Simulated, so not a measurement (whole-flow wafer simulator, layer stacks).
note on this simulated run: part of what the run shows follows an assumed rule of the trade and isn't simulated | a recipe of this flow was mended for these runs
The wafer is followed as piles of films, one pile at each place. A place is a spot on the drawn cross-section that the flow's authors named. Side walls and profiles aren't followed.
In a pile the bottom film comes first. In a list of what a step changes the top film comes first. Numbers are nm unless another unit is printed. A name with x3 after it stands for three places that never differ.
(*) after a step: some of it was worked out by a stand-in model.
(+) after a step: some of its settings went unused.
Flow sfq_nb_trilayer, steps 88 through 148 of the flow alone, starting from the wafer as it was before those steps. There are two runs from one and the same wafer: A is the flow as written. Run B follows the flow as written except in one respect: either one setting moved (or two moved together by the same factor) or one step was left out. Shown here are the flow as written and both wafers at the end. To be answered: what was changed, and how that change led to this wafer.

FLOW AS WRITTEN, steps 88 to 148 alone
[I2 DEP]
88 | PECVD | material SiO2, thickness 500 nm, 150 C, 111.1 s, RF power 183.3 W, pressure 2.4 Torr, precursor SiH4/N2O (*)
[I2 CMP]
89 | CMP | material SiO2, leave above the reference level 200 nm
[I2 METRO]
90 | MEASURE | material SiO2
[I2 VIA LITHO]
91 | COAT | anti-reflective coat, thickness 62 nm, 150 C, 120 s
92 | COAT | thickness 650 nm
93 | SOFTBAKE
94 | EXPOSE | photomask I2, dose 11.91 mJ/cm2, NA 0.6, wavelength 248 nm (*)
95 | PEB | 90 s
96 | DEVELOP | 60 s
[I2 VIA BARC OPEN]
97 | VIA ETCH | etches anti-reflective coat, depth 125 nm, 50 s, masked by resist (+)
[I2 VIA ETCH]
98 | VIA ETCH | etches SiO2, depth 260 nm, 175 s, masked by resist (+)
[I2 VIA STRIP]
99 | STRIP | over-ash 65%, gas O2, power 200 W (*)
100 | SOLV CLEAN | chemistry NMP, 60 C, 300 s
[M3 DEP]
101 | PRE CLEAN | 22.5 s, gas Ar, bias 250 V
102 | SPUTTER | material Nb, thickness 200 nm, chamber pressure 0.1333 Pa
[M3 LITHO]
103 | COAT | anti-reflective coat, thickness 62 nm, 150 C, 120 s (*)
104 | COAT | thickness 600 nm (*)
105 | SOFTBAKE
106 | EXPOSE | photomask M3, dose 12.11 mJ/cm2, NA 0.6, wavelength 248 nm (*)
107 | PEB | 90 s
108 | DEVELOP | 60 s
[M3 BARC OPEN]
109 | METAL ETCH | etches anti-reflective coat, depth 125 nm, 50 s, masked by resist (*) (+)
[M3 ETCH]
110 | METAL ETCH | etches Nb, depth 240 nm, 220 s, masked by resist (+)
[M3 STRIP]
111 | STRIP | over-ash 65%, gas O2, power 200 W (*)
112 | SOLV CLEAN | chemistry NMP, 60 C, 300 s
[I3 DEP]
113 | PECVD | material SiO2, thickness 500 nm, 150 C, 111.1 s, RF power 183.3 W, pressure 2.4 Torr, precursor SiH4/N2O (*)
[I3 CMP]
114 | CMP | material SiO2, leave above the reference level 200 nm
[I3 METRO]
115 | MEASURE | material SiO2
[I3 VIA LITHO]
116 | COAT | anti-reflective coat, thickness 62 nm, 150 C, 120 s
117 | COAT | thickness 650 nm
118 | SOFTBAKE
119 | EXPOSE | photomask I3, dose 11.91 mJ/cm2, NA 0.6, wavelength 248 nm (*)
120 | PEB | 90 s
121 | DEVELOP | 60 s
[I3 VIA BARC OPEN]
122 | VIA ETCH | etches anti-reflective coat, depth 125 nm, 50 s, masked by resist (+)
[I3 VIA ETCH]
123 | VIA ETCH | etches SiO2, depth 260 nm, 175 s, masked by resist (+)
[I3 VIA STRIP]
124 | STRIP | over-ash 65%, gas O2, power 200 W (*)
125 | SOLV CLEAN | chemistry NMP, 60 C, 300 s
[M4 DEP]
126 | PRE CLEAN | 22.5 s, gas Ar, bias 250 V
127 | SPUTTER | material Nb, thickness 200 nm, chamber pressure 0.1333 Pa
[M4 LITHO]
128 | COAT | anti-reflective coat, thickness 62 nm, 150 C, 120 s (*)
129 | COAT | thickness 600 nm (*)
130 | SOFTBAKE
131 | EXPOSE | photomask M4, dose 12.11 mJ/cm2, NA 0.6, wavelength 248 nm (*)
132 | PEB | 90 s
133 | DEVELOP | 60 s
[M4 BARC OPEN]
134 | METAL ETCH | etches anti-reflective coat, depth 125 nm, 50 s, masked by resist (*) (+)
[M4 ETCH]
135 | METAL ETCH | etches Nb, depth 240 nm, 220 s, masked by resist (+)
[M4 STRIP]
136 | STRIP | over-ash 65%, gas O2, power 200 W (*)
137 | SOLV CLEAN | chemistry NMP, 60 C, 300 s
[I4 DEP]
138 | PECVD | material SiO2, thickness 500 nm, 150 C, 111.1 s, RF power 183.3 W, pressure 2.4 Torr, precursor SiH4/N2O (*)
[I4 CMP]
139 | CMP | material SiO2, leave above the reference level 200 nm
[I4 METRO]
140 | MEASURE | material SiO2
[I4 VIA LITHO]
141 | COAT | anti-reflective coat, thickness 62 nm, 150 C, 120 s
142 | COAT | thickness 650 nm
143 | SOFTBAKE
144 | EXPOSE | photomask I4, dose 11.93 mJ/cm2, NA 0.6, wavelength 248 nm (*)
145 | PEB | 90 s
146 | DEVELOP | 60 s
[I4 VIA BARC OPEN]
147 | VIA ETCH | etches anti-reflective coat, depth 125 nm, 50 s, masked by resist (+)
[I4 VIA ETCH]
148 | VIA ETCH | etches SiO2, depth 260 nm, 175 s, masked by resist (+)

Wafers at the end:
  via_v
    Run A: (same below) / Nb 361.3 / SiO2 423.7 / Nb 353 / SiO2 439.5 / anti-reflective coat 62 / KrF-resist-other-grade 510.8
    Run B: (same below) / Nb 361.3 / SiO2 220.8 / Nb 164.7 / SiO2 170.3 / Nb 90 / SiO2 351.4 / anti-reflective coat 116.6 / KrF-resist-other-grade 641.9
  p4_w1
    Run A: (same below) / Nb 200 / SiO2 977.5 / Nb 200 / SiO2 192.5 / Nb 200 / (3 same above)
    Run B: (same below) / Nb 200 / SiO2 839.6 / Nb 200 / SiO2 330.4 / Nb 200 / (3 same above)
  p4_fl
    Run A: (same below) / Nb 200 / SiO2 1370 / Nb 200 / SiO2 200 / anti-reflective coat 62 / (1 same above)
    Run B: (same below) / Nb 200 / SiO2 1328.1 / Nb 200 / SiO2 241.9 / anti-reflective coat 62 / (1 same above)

What caused this: step 88, PECVD: RF power 73.32 W was run, whereas the flow has RF power 183.3 W.

How this came from the change, step by step:
  88 | PECVD | material SiO2, thickness 500 nm, 150 C, 111.1 s, RF power 183.3 W, pressure 2.4 Torr, precursor SiH4/N2O (*)
      field_l, be, be_sur and 81 more: A +500 SiO2 | B +266.1 SiO2
      v_sur, via_wl, via_w and 18 more: A +500 SiO2 (new film) | B +266.1 SiO2 (new film)
      (and at 1 other place as well)
  89 | CMP | material SiO2, leave above the reference level 200 nm
      field_l, be, be_sur and 81 more: A -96 SiO2 | B nothing
      via_v: A -181.6 SiO2 | B nothing
      (and at 21 other places as well)
  91 | COAT | anti-reflective coat, thickness 62 nm, 150 C, 120 s
      ce_l, p3_s3, p3_l4, p3_s4: A +62 anti-reflective coat (new film) | B +63.5 anti-reflective coat (new film)
      wl_a_m6, wl_a_sr, wl_b_sl: A +62 anti-reflective coat (new film) | B +58.8 anti-reflective coat (new film)
      (and at 80 other places as well)
  92 | COAT | thickness 650 nm
      m0r_line_l x3: A +650 KrF-resist-other-grade (new film) | B +693 KrF-resist-other-grade (new film)
      m0r_line_r x3: A +650 KrF-resist-other-grade (new film) | B +694.2 KrF-resist-other-grade (new film)
      (and at 53 other places as well)
  96 | DEVELOP | 60 s
      via_w: A -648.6 KrF-resist-other-grade (all of it) | B -595.1 KrF-resist-other-grade (all of it)
  97 | VIA ETCH | etches anti-reflective coat, depth 125 nm, 50 s, masked by resist (+)
      via_w: A -62 anti-reflective coat (all of it), -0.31 SiO2 | B -64.8 anti-reflective coat (all of it), -0.3 SiO2
  99 | STRIP | over-ash 65%, gas O2, power 200 W (*)
      m0r_line_l x3: A -510.8 KrF-resist-other-grade (all of it), -62 anti-reflective coat (all of it) | B -553.7 KrF-resist-other-grade (all of it), -48.2 anti-reflective coat (all of it)
      m0r_space_l, m6r_space_l x2: A -510.8 KrF-resist-other-grade (all of it), -62 anti-reflective coat (all of it) | B -520 KrF-resist-other-grade (all of it), -89.6 anti-reflective coat (all of it)
      (and at 88 other places as well)
  102 | SPUTTER | material Nb, thickness 200 nm, chamber pressure 0.1333 Pa
      via_v: A +200 Nb (new film) | B +164.7 Nb (new film)
  103 | COAT | anti-reflective coat, thickness 62 nm, 150 C, 120 s (*)
      m0r_line_l x3, m0r_line_r x3: A +62 anti-reflective coat (new film) | B +44.8 anti-reflective coat (new film)
      m0r_space_l, m0r_space_r, m6r_space_l x2, m6r_space_r x2: A +62 anti-reflective coat (new film) | B +87 anti-reflective coat (new film)
      (and at 72 other places as well)
  104 | COAT | thickness 600 nm (*)
      m0r_line_l x3, m0r_line_r x3: A +600 KrF-resist-other-grade (new film) | B +643.4 KrF-resist-other-grade (new film)
      wl_a_sr, wl_b_sl: A +600 KrF-resist-other-grade (new film) | B +586.3 KrF-resist-other-grade (new film)
      (and at 50 other places as well)
  108 | DEVELOP | 60 s
      m0r_line_l x3, m0r_line_r x3: A -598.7 KrF-resist-other-grade (all of it) | B -642 KrF-resist-other-grade (all of it)
      m5r_line_l, m5r_line_r: A -598.7 KrF-resist-other-grade (all of it) | B -632.2 KrF-resist-other-grade (all of it)
      (and at 27 other places as well)
  109 | METAL ETCH | etches anti-reflective coat, depth 125 nm, 50 s, masked by resist (*) (+)
      m5r_linepad_l, m5r_linepad_r, r5r_spacepad_l, r5r_spacepad_r, m8r_pad_l, m8r_pad_r: A -62 anti-reflective coat (all of it) | B -125 anti-reflective coat
      m0r_line_l x3, m0r_line_r x3: A -62 anti-reflective coat (all of it) | B -44.8 anti-reflective coat (all of it)
      (and at 45 other places as well)
  110 | METAL ETCH | etches Nb, depth 240 nm, 220 s, masked by resist (+)
      m5r_linepad_l, m5r_linepad_r: A -200 Nb (all of it), -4 SiO2 | B -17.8 anti-reflective coat (all of it), -200 Nb (all of it), -2.22 SiO2
      r5r_spacepad_l, r5r_spacepad_r: A -200 Nb (all of it), -4 SiO2 | B -14.1 anti-reflective coat (all of it), -200 Nb (all of it), -2.59 SiO2
      (and at 2 other places as well)
  111 | STRIP | over-ash 65%, gas O2, power 200 W (*)
      v_sur: A -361 KrF-resist-other-grade (all of it), -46 anti-reflective coat (all of it) | B -303.3 KrF-resist-other-grade (all of it), -40 anti-reflective coat (all of it)
      via_wl: A -381.1 KrF-resist-other-grade (all of it), -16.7 anti-reflective coat (all of it) | B -316.5 KrF-resist-other-grade (all of it), -25.3 anti-reflective coat (all of it)
      (and at 26 other places as well)
  113 | PECVD | material SiO2, thickness 500 nm, 150 C, 111.1 s, RF power 183.3 W, pressure 2.4 Torr, precursor SiH4/N2O (*)
      via_v: A +500 SiO2 (new film) | B +595.2 SiO2 (new film)
  114 | CMP | material SiO2, leave above the reference level 200 nm
      field_l, be, be_sur and 64 more: A -96 SiO2 | B nothing
      p4_w1, p4_w2, p4_w3 and 6 more: A -300 SiO2 | B -162.1 SiO2
      (and at 9 other places as well)
  ... 18 further steps ...
  147 | VIA ETCH | etches anti-reflective coat, depth 125 nm, 50 s, masked by resist (+)
      via_wl: A -62 anti-reflective coat (all of it), -0.31 SiO2 | B -68.6 anti-reflective coat (all of it), -0.28 SiO2
      via_w: A -62 anti-reflective coat (all of it), -0.31 SiO2 | B -71 anti-reflective coat (all of it), -0.27 SiO2
      (and at 1 other place as well)
If metal films that touch count as one body, via_v has 4 bodies (between them, from the top down: SiO2 170.3; SiO2 220.8; SiO2 192.5); the flow as written gives 3 bodies (between them, from the top down: SiO2 423.7; SiO2 192.5).
